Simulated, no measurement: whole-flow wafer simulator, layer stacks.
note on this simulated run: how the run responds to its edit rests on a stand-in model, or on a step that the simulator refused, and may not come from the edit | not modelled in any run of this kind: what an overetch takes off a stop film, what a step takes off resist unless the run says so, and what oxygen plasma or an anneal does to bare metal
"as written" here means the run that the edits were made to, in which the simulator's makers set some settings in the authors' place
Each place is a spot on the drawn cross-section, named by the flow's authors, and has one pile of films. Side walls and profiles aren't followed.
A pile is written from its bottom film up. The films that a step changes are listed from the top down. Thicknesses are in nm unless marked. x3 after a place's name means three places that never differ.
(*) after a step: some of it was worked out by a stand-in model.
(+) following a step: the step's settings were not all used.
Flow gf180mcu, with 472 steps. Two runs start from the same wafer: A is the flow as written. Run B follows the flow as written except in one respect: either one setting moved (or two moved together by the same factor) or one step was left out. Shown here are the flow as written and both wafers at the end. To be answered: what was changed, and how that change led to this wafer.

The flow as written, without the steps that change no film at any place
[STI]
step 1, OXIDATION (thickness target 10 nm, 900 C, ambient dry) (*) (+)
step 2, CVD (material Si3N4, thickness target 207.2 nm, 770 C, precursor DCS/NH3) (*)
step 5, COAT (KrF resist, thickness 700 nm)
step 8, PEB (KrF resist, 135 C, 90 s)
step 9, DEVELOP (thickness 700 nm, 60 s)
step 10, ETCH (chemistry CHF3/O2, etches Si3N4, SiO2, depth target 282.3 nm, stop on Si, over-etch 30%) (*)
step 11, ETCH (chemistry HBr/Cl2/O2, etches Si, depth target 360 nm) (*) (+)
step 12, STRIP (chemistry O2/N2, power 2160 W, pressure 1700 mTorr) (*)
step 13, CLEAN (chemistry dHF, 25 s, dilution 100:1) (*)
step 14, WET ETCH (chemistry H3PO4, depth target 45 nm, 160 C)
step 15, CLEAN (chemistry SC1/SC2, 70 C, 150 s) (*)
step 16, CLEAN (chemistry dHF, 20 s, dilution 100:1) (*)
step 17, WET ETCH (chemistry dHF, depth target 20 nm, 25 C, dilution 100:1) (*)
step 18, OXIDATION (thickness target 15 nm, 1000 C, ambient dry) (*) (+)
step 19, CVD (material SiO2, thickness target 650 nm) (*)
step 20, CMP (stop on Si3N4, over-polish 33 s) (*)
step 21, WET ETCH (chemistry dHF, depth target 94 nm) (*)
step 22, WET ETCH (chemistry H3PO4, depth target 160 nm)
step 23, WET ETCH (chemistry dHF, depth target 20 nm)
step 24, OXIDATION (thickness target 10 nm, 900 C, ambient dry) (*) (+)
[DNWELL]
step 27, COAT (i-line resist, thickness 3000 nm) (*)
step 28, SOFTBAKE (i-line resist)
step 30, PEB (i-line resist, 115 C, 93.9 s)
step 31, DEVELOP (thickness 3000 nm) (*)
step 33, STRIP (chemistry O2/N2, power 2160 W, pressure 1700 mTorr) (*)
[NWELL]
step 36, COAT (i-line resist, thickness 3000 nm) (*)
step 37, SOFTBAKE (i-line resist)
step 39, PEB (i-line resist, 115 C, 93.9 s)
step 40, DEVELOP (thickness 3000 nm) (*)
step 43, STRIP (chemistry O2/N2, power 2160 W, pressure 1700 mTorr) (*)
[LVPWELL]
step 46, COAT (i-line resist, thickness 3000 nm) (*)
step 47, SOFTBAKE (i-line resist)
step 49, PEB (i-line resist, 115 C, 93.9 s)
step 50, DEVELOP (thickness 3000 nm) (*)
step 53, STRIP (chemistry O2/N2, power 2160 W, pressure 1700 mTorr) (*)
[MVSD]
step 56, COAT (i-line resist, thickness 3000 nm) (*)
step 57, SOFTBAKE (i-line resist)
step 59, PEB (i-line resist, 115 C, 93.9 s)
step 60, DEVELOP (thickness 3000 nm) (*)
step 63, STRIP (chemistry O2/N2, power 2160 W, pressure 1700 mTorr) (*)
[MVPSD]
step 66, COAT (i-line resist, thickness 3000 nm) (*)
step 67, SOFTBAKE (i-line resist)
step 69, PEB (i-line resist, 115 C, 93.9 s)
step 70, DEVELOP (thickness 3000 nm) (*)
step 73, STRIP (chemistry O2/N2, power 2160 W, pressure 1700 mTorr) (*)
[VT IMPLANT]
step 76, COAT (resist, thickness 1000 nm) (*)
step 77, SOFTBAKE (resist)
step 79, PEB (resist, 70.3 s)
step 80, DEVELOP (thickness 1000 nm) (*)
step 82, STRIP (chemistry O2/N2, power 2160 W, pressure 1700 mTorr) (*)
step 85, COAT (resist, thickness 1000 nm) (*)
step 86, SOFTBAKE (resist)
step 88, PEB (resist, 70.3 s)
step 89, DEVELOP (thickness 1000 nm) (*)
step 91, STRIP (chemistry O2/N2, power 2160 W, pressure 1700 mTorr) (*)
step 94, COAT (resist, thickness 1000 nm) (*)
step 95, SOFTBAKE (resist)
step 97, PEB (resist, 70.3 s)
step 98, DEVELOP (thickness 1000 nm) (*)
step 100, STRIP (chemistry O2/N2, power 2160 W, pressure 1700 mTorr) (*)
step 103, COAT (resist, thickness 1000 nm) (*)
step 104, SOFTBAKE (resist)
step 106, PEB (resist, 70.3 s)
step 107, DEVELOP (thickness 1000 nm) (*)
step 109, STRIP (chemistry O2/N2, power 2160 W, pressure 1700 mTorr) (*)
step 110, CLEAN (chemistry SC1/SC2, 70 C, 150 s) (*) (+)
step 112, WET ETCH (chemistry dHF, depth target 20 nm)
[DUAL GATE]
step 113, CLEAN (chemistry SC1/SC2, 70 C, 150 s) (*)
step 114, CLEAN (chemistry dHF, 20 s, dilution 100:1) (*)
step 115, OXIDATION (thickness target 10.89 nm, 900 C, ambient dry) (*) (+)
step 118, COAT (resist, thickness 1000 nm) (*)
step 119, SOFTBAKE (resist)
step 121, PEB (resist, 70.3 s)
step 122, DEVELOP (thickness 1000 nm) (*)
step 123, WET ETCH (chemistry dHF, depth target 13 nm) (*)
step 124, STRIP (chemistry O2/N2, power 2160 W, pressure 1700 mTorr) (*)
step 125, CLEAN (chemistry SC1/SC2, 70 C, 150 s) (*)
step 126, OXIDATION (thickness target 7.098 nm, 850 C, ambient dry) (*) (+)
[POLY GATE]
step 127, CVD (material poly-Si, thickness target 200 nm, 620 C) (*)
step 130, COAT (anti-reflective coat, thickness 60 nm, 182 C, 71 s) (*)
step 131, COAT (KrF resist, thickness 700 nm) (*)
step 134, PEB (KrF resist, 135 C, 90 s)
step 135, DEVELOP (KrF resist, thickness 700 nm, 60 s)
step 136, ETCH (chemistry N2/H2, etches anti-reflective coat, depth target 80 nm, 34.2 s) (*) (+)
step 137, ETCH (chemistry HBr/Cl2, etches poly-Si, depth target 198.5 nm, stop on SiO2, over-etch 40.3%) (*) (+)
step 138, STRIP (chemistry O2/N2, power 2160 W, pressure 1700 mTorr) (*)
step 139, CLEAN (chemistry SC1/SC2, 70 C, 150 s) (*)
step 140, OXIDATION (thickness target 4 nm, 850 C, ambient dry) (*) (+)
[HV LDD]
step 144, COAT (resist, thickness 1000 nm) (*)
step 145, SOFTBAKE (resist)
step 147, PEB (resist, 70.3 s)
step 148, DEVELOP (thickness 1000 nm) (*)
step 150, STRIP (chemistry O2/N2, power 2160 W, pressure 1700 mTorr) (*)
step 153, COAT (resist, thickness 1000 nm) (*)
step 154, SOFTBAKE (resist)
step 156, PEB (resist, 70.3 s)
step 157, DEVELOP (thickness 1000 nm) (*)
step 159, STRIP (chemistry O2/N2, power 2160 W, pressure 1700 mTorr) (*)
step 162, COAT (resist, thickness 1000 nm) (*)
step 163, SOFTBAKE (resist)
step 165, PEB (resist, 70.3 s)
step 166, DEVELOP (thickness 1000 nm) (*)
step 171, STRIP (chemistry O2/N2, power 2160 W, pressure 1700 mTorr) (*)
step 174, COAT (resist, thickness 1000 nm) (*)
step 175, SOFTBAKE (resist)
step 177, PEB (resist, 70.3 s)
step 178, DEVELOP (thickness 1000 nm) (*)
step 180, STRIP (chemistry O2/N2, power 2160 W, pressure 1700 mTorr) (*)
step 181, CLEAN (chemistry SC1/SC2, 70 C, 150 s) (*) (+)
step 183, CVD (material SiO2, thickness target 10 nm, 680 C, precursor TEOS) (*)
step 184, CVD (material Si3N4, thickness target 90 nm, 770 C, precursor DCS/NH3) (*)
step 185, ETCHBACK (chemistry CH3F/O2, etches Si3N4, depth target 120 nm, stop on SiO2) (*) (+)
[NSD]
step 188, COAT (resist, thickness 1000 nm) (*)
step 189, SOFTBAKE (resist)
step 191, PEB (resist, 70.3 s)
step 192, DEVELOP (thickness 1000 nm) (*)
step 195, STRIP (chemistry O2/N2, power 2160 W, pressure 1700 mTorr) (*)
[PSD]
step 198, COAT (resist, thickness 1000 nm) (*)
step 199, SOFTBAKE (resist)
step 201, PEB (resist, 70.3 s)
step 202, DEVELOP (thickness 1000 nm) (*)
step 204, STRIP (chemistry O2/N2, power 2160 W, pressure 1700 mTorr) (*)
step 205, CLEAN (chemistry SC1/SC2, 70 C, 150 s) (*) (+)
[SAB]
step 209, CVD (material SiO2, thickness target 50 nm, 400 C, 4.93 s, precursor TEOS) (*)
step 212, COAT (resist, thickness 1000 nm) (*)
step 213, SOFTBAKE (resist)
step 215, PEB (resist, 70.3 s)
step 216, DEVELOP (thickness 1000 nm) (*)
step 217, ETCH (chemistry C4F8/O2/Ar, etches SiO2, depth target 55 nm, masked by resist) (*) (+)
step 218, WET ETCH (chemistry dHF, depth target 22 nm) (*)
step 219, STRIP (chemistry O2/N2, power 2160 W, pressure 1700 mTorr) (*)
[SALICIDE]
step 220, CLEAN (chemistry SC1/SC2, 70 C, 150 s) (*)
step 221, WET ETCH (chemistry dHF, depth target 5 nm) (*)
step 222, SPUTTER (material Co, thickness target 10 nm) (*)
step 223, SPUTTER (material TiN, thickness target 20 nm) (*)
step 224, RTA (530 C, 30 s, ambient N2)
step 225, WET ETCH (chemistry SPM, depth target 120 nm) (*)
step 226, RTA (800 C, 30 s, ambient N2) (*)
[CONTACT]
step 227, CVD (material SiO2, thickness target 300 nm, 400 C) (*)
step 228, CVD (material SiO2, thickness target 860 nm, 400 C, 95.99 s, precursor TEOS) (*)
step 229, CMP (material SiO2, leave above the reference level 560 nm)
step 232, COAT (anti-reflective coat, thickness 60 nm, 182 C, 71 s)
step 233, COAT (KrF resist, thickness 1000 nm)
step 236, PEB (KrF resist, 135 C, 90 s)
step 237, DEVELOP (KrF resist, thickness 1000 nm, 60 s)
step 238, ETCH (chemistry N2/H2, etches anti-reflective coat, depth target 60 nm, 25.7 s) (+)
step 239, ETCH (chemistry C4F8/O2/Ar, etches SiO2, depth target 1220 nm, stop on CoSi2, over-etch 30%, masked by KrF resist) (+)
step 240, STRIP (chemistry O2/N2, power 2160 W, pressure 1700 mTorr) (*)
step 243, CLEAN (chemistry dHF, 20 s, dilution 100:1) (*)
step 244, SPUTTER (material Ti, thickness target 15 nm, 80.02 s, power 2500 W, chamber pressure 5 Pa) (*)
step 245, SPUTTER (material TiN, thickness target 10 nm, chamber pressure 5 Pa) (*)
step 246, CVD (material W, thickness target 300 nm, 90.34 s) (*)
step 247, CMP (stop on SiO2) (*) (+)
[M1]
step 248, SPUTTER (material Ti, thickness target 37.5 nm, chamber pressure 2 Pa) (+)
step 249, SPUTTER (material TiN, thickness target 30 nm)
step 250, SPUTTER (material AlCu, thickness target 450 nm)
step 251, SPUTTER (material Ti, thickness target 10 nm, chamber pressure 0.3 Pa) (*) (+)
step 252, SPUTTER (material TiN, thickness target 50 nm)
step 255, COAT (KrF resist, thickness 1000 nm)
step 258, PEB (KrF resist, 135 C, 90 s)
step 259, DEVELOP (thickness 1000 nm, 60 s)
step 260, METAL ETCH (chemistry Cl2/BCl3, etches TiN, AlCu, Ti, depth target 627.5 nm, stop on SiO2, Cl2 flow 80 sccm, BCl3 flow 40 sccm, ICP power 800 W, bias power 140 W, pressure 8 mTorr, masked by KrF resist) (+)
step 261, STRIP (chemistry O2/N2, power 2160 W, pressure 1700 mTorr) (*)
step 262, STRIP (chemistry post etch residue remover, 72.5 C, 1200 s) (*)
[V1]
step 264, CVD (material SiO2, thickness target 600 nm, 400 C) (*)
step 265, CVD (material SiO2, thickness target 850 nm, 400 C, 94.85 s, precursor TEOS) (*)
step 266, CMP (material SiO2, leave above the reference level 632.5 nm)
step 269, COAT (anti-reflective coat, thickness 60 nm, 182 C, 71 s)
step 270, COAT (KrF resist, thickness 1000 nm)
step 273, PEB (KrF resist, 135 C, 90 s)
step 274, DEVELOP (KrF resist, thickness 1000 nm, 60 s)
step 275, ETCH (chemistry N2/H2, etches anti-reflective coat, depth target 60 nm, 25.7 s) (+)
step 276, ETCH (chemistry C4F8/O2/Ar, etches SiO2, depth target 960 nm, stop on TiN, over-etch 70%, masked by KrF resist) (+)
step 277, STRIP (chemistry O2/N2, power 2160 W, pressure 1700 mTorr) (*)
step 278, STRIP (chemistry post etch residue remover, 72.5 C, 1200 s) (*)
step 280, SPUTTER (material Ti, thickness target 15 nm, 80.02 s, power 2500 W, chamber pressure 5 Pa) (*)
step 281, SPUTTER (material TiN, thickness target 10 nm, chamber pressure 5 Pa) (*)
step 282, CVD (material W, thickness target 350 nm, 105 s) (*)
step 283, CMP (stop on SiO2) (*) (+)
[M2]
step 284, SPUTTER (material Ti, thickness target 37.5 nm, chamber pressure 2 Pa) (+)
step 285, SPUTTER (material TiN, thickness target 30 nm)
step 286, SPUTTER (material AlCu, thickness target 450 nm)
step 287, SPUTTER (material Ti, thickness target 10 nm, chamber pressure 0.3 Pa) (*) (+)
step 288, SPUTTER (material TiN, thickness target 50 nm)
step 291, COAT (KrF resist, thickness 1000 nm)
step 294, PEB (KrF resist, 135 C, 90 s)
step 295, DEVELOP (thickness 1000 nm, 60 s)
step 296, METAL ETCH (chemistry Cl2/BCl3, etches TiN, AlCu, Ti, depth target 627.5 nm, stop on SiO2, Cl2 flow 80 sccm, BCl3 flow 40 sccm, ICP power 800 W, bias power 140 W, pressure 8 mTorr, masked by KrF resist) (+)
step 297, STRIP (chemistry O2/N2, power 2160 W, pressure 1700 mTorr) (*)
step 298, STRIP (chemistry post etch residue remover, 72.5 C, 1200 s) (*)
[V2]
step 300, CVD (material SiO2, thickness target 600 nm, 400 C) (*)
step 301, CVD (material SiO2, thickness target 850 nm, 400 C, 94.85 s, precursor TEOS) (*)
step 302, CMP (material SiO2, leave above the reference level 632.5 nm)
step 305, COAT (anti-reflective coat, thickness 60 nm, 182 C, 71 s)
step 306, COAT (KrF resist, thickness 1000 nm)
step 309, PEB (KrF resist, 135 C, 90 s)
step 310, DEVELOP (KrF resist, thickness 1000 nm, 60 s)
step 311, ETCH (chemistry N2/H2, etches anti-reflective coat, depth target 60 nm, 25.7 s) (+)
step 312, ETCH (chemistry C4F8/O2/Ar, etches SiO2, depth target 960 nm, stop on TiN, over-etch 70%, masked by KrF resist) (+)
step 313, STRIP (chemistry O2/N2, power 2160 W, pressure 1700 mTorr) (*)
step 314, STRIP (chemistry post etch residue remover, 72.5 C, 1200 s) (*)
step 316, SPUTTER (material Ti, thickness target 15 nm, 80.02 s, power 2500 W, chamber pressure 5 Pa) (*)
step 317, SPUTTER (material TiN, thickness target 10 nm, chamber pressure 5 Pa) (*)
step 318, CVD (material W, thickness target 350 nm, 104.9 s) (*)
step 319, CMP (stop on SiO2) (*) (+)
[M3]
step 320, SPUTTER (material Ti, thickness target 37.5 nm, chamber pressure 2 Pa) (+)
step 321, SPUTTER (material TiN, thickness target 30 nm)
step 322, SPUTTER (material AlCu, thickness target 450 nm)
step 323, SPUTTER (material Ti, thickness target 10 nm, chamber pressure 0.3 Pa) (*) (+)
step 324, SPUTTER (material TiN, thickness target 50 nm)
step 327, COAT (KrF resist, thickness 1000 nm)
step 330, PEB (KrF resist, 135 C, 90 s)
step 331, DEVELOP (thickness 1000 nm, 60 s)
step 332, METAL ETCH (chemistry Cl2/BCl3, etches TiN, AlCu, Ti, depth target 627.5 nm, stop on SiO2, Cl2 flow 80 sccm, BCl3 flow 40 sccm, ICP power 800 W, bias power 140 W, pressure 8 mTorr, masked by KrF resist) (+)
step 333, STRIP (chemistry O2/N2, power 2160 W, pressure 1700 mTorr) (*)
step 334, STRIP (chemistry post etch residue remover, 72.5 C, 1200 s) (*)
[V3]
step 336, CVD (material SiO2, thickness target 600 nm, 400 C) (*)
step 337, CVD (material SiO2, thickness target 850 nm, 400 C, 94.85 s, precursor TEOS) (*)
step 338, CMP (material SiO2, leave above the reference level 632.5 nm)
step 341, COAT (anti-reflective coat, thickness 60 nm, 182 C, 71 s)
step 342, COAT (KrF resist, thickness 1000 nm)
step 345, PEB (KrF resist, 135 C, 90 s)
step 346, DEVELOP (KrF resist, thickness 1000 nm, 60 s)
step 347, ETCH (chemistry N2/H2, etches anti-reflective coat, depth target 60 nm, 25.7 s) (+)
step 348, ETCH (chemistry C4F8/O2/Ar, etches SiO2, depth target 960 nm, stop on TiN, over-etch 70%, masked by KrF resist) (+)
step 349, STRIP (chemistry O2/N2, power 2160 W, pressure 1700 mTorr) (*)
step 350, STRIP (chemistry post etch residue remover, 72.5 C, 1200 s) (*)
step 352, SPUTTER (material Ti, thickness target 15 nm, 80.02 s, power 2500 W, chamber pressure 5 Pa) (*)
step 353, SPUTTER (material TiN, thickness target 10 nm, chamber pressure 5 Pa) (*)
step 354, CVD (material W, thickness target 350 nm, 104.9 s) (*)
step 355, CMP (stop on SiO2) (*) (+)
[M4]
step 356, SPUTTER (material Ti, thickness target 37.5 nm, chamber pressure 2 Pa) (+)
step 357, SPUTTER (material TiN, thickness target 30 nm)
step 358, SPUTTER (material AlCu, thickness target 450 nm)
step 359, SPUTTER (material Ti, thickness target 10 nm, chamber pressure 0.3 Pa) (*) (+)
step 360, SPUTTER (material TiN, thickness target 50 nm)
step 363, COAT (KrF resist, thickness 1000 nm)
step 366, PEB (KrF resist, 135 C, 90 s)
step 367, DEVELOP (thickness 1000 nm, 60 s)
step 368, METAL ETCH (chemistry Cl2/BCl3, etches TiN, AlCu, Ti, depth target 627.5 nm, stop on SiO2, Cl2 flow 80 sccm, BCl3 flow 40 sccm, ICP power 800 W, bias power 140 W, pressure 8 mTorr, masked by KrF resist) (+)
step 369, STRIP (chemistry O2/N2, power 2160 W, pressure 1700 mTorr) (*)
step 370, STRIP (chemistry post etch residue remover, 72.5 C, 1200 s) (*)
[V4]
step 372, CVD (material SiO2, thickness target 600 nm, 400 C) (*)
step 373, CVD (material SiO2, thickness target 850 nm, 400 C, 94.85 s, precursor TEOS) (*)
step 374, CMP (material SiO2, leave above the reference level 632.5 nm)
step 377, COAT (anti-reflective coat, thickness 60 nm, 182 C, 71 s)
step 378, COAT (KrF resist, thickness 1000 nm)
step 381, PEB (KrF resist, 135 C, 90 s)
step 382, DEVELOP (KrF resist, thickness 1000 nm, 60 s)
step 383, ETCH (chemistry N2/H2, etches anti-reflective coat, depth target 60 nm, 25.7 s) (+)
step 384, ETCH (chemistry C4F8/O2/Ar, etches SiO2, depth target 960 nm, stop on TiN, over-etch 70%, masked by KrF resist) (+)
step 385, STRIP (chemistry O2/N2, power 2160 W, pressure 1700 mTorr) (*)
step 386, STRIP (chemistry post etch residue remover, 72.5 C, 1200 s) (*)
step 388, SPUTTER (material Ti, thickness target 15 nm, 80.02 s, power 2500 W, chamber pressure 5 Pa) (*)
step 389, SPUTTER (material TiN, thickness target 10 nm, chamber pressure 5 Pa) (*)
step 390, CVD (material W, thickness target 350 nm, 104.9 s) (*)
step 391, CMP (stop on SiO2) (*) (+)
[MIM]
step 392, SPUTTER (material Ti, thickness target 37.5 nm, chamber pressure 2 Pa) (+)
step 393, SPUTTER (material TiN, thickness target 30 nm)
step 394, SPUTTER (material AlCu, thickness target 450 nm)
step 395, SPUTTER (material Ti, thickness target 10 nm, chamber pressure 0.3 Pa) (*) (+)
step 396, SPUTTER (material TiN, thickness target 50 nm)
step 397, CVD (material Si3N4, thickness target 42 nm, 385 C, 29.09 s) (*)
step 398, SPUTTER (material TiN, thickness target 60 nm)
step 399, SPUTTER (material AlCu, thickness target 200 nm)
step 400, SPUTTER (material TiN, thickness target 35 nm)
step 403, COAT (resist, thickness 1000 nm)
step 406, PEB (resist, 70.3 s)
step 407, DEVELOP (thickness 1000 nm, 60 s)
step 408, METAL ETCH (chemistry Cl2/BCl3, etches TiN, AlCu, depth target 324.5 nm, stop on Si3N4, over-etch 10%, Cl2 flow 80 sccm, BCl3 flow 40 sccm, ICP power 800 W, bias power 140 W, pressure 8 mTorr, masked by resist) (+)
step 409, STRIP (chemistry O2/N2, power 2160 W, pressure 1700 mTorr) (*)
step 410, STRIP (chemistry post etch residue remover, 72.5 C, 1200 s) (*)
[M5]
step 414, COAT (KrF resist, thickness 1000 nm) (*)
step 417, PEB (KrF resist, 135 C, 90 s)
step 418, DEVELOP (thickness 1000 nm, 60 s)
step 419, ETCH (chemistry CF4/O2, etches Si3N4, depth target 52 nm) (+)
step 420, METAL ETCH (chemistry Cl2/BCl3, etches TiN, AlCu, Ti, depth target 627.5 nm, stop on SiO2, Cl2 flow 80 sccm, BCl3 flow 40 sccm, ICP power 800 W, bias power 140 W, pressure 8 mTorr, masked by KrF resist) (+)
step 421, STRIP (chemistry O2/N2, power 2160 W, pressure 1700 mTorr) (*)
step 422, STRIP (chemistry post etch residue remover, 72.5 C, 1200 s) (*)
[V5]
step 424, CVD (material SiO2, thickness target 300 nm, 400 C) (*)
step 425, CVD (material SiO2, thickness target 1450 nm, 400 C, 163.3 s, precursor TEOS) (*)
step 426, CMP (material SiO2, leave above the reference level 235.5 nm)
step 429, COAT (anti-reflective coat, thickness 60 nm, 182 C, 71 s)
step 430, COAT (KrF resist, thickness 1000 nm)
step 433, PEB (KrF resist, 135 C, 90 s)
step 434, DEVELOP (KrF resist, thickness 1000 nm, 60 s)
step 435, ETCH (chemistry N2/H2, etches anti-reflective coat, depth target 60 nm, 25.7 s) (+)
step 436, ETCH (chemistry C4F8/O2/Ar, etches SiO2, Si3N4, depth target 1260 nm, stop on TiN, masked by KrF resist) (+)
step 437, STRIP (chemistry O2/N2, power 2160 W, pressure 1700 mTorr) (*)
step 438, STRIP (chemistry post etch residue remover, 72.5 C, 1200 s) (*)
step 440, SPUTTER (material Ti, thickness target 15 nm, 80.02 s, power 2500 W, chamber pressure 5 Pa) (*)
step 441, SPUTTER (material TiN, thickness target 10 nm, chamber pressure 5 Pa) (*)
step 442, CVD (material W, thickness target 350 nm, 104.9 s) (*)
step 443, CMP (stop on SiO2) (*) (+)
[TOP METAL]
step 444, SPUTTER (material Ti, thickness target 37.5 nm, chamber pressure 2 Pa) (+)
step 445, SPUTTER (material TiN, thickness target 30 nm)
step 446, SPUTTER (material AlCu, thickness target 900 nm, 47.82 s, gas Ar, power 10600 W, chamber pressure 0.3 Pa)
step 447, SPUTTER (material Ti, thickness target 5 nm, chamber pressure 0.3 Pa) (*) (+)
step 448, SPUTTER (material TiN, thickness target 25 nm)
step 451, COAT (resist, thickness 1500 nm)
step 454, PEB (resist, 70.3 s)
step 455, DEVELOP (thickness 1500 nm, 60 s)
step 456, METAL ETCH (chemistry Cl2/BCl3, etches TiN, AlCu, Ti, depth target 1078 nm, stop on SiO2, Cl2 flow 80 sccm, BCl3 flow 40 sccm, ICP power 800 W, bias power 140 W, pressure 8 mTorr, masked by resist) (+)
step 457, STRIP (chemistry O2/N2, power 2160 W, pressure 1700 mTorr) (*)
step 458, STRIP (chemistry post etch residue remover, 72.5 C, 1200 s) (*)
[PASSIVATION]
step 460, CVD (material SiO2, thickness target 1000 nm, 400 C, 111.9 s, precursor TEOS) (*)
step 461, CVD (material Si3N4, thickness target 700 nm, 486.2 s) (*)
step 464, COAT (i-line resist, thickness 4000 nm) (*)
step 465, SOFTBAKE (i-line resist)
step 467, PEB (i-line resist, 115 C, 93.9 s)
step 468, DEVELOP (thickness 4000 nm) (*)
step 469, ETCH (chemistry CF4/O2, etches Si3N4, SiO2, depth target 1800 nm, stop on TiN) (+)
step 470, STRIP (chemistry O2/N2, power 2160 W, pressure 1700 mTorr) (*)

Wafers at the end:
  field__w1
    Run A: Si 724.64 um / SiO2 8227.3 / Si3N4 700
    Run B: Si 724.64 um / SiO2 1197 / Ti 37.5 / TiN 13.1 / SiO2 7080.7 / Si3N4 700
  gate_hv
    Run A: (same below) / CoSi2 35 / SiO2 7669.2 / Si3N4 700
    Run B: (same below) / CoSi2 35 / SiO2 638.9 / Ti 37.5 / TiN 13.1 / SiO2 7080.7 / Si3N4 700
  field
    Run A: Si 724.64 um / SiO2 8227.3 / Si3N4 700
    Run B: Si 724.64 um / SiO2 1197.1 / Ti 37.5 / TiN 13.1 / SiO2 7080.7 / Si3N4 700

The reason: step 250, SPUTTER: thickness target 551 nm was run, while the flow as written has thickness target 450 nm.

How this came from the change, step by step:
  step 250, SPUTTER (material AlCu, thickness target 450 nm)
      field, field__w1, field__w2 and 108 more: A AlCu gains 450 (new film) | B AlCu gains 551 (new film)
  step 260, METAL ETCH (chemistry Cl2/BCl3, etches TiN, AlCu, Ti, depth target 627.5 nm, stop on SiO2, Cl2 flow 80 sccm, BCl3 flow 40 sccm, ICP power 800 W, bias power 140 W, pressure 8 mTorr, masked by KrF resist) (+)
      field, field__w1, field__w2 and 99 more: A TiN loses 50 (all of it), Ti loses 10 (all of it), AlCu loses 450 (all of it), TiN loses 30 (all of it), Ti loses 37.5 (all of it) | B TiN loses 50 (all of it), Ti loses 10 (all of it), AlCu loses 551 (all of it), TiN loses 16.5
  step 264, CVD (material SiO2, thickness target 600 nm, 400 C) (*)
      field, field__w1, field__w2 and 99 more: A SiO2 gains 600 | B SiO2 gains 600 (new film)
  step 266, CMP (material SiO2, leave above the reference level 632.5 nm)
      field, field__w1, field__w2 and 99 more: A SiO2 loses 300 | B SiO2 loses 249.6
If metal films that touch count as one body, field__w1 has 1 body; the flow as written gives 0 bodies.
If metal films that touch count as one body, gate_hv has 2 bodies (between them, from the top down: SiO2 638.9); the flow as written gives 1 body.
If metal films that touch count as one body, field has 1 body; the flow as written gives 0 bodies.
